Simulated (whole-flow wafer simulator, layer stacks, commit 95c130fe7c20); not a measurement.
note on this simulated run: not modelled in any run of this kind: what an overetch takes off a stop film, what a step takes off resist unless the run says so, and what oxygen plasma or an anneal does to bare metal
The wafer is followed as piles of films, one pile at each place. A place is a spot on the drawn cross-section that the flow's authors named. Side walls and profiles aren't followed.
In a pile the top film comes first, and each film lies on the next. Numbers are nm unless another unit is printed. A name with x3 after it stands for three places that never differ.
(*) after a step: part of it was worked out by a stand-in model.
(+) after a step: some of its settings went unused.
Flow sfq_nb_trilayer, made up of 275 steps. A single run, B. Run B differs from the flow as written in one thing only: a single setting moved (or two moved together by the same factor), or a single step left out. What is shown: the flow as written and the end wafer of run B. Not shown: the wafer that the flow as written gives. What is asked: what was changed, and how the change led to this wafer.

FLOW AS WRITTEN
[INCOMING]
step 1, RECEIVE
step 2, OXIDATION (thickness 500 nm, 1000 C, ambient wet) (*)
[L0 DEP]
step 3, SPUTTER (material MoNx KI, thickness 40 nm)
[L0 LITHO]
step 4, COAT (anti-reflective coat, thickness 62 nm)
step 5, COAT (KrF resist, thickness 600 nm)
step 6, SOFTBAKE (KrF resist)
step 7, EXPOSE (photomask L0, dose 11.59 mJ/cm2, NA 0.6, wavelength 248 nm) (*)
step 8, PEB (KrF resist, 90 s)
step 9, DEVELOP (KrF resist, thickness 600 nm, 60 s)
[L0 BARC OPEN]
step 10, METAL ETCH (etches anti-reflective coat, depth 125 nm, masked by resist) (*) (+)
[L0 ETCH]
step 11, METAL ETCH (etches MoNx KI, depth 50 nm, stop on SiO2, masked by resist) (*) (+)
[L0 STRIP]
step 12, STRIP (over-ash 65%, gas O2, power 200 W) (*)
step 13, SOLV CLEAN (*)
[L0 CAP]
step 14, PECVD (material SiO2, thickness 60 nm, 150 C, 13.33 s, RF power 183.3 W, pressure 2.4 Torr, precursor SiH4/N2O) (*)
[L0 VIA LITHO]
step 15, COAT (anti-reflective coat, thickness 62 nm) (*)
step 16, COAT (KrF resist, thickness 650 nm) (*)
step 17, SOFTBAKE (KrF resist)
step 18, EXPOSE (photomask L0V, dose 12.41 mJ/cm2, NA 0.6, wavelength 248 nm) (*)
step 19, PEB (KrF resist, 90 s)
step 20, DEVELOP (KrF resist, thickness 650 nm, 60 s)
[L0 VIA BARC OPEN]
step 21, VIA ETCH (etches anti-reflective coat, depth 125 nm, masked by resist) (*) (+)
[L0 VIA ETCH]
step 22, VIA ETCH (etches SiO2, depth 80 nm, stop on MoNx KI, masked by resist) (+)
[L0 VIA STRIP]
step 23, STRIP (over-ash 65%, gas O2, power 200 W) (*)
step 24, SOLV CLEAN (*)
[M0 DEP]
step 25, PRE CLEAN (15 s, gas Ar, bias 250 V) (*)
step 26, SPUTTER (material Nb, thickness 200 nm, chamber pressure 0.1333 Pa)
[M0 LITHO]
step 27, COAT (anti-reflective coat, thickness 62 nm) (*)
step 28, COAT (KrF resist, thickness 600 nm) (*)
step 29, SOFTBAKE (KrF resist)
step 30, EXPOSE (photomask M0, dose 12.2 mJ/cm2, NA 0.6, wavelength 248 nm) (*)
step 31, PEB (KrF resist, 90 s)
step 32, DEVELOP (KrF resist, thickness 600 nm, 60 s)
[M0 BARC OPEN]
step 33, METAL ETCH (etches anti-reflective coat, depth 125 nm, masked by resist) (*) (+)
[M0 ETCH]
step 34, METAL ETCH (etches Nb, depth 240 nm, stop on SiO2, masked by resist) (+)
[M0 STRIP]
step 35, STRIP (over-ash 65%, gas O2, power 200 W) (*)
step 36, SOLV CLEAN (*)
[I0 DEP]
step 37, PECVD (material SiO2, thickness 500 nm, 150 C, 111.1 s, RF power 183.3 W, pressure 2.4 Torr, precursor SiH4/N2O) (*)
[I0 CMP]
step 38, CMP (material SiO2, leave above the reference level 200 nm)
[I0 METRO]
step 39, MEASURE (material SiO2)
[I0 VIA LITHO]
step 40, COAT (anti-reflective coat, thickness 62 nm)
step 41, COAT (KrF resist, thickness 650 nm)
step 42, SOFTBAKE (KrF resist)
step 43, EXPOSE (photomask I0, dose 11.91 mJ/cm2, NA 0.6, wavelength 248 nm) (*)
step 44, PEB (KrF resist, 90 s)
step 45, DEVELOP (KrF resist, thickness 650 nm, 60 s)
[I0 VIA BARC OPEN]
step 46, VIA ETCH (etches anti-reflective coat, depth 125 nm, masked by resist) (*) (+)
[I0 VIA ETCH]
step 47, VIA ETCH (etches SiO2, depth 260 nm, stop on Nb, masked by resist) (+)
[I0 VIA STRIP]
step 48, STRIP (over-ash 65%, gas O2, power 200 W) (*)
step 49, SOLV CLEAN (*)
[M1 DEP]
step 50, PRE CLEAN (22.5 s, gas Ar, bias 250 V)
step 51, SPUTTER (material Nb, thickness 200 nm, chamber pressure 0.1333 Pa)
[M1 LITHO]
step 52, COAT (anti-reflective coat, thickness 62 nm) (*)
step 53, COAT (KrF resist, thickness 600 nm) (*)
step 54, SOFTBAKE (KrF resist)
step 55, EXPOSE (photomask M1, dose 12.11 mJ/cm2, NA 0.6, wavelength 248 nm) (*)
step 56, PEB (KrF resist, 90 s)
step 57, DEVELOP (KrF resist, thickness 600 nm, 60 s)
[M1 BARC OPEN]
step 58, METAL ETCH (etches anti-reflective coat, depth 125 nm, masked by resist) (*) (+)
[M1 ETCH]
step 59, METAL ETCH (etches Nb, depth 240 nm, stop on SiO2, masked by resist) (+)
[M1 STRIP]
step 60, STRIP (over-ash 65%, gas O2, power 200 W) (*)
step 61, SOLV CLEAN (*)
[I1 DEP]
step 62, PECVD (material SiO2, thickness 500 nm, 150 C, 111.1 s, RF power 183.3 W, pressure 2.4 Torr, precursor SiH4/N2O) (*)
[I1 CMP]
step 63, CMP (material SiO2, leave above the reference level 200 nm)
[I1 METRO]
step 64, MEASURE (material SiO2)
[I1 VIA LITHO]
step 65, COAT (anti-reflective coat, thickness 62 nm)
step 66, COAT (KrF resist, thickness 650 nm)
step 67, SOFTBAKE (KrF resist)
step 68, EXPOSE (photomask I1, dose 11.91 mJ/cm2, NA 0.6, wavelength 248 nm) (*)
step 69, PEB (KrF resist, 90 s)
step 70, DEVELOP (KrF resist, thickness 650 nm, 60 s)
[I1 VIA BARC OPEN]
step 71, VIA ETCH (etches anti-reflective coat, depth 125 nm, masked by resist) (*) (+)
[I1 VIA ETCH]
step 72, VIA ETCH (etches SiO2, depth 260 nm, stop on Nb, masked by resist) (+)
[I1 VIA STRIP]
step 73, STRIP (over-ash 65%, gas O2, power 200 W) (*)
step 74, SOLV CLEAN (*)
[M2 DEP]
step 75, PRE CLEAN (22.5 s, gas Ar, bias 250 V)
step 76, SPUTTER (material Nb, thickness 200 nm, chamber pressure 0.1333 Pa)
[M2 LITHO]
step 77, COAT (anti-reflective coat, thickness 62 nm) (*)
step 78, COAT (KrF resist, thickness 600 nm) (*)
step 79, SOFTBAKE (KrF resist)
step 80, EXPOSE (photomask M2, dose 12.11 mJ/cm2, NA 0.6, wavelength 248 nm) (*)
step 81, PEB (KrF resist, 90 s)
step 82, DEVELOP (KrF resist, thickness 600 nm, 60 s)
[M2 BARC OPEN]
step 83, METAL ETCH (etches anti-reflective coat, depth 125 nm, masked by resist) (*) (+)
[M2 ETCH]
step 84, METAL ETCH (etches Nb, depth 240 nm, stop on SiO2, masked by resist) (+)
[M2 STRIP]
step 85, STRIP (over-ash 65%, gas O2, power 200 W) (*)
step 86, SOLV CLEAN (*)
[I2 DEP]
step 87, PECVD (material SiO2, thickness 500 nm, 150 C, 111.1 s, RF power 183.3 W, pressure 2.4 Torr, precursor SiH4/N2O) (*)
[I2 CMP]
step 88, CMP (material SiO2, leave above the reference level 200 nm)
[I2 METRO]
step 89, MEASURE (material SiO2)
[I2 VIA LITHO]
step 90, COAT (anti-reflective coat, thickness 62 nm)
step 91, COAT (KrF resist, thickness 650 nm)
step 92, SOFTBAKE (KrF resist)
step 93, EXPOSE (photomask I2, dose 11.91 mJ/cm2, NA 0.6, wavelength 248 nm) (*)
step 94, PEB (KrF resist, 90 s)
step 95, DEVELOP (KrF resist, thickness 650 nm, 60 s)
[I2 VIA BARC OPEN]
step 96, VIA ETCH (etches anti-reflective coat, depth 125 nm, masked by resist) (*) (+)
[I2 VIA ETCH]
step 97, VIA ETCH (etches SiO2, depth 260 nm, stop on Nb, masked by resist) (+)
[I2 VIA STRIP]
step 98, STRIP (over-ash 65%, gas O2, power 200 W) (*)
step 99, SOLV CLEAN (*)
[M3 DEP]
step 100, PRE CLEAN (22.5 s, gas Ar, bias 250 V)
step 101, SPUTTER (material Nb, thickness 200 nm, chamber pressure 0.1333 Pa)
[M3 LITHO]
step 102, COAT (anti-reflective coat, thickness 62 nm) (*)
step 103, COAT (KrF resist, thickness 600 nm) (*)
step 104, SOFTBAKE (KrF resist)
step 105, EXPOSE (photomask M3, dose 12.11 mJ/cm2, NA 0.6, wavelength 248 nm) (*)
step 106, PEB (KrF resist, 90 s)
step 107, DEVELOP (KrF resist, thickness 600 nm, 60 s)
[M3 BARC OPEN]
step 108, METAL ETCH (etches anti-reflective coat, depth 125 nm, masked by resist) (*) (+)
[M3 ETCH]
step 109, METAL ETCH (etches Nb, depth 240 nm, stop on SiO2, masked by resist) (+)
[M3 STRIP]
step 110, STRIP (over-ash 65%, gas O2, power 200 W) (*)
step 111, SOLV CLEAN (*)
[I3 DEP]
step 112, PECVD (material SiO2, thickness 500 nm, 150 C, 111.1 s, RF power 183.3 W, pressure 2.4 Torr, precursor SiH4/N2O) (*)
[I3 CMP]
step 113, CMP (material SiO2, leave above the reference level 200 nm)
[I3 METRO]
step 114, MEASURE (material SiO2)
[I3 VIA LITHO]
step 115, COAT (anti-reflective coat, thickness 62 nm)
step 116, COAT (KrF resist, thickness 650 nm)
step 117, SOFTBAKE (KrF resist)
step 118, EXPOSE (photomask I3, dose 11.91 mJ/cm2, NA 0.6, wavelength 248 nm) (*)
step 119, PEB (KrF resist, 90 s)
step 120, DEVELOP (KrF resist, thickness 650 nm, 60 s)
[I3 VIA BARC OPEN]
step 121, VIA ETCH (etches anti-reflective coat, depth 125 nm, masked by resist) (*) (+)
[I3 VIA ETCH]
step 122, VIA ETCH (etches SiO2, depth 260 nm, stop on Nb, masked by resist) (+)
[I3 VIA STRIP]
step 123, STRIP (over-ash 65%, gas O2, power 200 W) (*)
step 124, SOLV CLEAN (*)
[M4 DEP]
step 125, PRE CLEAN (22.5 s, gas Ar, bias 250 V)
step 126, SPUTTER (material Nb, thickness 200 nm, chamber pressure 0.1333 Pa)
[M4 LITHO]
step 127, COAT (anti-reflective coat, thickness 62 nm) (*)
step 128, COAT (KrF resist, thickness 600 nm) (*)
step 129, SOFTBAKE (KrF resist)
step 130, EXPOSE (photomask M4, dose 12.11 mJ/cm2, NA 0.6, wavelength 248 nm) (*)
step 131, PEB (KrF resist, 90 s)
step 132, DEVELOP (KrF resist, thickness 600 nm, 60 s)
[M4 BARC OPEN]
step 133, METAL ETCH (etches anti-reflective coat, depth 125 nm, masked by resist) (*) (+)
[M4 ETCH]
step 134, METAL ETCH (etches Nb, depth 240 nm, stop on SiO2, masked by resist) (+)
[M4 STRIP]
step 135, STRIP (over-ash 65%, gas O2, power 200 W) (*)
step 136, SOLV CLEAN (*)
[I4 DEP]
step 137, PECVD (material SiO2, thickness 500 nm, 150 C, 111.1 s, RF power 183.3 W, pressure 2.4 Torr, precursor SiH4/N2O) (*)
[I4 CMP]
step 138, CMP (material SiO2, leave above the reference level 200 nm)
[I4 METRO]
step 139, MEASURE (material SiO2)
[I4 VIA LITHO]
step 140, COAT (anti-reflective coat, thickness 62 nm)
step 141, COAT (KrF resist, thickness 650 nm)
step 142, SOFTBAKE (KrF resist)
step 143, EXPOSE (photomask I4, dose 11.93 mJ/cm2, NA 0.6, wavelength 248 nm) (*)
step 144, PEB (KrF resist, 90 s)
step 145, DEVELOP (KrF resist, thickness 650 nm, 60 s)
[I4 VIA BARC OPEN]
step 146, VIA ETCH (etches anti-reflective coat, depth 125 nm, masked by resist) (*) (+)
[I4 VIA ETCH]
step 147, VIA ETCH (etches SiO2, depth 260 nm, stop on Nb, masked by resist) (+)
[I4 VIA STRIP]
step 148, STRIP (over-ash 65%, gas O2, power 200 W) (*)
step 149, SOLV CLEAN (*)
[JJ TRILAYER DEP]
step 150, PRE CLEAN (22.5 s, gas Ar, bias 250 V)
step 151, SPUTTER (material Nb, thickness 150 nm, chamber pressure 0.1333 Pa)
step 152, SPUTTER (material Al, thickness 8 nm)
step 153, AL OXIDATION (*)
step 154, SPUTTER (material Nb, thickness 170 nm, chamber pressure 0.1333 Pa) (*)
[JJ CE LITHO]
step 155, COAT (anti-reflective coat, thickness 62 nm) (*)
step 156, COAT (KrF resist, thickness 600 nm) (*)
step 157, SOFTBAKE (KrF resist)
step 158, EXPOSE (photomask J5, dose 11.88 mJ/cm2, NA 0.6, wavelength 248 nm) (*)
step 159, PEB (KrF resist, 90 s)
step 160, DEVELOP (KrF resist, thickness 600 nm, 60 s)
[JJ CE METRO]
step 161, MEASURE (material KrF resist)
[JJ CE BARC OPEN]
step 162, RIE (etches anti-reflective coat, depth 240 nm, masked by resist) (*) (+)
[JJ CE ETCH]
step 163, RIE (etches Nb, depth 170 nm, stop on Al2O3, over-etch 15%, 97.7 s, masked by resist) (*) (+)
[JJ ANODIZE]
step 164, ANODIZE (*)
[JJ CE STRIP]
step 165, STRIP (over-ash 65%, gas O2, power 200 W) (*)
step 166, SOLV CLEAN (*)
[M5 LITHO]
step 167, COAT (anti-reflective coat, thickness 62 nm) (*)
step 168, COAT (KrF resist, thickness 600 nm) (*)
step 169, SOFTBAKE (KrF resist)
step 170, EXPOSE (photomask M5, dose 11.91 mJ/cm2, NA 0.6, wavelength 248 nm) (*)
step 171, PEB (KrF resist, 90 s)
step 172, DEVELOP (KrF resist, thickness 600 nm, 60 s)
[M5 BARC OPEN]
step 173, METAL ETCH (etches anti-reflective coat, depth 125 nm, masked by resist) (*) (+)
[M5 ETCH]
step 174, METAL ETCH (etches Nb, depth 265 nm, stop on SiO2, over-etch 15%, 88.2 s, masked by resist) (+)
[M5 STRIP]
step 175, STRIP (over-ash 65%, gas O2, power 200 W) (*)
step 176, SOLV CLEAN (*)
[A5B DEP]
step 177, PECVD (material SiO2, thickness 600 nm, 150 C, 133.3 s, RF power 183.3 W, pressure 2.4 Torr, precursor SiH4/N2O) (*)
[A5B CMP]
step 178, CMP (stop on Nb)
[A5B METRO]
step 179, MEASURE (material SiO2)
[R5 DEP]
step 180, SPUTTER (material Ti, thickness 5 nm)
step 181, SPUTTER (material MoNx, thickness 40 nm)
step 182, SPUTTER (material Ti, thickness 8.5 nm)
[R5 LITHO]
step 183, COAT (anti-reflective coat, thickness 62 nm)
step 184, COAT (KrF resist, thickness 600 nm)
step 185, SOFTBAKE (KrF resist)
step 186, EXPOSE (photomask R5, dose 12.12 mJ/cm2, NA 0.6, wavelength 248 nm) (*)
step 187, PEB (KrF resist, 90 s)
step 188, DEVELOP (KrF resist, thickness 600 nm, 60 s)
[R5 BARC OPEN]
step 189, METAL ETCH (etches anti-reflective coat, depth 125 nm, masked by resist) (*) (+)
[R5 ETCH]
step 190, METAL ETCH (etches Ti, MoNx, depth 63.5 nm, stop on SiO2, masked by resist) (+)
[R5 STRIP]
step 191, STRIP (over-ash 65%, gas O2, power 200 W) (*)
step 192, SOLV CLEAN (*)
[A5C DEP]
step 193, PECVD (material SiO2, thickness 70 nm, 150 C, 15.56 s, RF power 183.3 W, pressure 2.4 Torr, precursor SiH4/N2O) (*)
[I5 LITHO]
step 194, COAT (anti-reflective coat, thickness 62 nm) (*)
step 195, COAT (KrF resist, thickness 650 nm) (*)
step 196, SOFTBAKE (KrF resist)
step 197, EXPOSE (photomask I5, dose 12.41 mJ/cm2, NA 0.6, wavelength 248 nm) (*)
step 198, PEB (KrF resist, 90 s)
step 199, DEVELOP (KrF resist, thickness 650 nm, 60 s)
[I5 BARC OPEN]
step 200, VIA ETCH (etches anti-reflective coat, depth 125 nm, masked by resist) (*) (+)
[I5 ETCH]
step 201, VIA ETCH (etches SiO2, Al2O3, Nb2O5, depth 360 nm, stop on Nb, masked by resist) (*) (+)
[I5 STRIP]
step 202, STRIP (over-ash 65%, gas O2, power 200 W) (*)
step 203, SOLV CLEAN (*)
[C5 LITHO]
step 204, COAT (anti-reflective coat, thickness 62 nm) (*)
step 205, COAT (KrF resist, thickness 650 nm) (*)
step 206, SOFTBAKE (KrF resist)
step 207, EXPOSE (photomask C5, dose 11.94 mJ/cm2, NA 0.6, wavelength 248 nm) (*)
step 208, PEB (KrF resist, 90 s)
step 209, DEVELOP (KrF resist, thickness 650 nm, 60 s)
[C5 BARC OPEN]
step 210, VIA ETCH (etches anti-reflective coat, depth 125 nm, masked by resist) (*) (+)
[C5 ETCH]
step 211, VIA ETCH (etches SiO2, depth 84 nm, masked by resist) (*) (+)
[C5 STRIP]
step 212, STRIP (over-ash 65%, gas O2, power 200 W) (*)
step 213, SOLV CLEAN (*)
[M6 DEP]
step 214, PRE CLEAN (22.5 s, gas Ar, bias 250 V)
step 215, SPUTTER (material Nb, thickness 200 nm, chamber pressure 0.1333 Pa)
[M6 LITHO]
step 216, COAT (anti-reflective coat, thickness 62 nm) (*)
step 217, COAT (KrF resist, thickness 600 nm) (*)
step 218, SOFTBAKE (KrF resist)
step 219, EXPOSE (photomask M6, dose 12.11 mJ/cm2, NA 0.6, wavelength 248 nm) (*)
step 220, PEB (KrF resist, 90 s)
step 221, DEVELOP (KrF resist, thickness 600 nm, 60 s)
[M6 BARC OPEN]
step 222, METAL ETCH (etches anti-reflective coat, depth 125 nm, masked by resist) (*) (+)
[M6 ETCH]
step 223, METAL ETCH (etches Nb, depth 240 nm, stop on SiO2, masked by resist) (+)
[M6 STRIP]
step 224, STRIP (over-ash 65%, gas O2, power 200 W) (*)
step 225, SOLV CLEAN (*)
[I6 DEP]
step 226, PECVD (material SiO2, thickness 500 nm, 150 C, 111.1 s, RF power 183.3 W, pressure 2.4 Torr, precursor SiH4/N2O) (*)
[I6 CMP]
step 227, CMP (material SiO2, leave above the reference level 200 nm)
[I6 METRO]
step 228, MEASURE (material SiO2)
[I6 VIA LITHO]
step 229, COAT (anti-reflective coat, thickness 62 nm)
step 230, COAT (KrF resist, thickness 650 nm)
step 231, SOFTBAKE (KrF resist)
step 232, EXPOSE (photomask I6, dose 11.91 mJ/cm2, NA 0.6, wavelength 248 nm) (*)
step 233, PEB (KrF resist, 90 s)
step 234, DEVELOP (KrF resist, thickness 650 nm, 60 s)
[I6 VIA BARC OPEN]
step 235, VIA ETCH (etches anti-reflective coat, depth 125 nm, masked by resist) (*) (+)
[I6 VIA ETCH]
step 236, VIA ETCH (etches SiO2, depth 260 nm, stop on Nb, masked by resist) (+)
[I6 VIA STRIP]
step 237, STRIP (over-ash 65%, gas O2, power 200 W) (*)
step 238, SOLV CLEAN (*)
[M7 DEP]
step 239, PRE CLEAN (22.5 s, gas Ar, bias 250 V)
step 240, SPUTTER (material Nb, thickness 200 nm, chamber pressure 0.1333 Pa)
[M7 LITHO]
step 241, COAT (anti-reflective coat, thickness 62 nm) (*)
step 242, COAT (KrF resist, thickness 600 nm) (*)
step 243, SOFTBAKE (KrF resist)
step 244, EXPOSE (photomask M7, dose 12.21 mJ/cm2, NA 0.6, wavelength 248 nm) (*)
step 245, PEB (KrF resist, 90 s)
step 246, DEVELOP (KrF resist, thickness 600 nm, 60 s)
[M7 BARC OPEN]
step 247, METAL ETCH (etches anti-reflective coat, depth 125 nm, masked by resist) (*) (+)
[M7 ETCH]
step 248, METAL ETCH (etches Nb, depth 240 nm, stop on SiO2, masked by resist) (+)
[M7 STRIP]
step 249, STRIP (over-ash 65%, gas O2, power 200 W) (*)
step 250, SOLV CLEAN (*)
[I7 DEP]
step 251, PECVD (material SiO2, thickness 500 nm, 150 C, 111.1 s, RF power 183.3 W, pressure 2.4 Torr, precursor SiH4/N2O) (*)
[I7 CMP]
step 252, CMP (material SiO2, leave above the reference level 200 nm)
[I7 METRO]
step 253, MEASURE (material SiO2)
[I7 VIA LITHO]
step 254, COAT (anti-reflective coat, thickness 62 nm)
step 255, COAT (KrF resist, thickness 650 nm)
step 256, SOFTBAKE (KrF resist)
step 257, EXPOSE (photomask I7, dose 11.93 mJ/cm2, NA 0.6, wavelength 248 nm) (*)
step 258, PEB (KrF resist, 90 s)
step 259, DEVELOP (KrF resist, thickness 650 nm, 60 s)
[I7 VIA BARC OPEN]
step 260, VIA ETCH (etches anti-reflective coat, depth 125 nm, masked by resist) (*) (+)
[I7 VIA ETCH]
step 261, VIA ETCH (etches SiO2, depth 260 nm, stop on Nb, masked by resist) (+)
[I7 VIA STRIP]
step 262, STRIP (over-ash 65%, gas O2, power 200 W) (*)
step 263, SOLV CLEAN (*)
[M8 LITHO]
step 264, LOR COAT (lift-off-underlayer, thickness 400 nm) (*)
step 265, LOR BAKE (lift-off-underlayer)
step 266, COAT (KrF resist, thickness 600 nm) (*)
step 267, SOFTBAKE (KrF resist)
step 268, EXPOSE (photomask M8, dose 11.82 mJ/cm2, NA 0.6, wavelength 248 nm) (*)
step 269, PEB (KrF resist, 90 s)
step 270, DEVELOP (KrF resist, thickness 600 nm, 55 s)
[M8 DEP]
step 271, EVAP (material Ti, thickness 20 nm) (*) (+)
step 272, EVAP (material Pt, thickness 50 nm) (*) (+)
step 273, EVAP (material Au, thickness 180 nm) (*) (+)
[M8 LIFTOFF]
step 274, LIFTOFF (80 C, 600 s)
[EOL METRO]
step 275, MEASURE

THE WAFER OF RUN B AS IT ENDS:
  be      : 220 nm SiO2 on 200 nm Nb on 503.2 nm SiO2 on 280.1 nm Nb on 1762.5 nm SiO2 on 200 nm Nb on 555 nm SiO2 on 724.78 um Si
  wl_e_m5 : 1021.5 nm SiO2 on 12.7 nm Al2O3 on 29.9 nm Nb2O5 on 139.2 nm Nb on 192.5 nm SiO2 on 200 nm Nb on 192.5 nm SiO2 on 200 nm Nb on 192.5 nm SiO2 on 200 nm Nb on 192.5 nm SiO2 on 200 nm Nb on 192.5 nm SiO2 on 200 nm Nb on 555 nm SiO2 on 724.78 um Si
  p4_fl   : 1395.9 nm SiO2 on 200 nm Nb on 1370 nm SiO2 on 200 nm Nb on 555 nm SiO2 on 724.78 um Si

The reason: step 252, CMP: leave above the reference level 220 nm was run, though the flow has leave above the reference level 200 nm.
The wafer lets one read it off: be has SiO2 220, and step 252 as written asks for 200 nm.

The path from the change to this, step by step:
  step 252, CMP (material SiO2, leave above the reference level 200 nm)
      field_l, p4_fl, p4_fm and 56 more: SiO2 loses 80 (it would be, as written: SiO2 loses 100)
      v_sur, via_wl, via_w and 37 more: SiO2 loses 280 (it would be, as written: SiO2 loses 300)
      (and at 7 other places as well)
  step 261, VIA ETCH (etches SiO2, depth 260 nm, stop on Nb, masked by resist) (+)
      via_wl, via_w, via_wr: SiO2 loses 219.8 (all of it) (it would be, as written: SiO2 loses 199.8 (all of it))
  step 264, LOR COAT (lift-off-underlayer, thickness 400 nm) (*)
      via_wl, via_wr: lift-off-underlayer gains 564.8 (new film) (it would be, as written: lift-off-underlayer gains 549.8 (new film))
      via_w: lift-off-underlayer gains 550.1 (new film) (it would be, as written: lift-off-underlayer gains 536.4 (new film))
  step 270, DEVELOP (KrF resist, thickness 600 nm, 55 s)
      via_wl: KrF resist loses 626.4 (all of it), lift-off-underlayer loses 564.8 (all of it) (it would be, as written: KrF resist loses 623.9 (all of it), lift-off-underlayer loses 549.8 (all of it))
      via_w: KrF resist loses 639.1 (all of it), lift-off-underlayer loses 550.1 (all of it) (it would be, as written: KrF resist loses 635.4 (all of it), lift-off-underlayer loses 536.4 (all of it))
      (and at 1 other place as well)
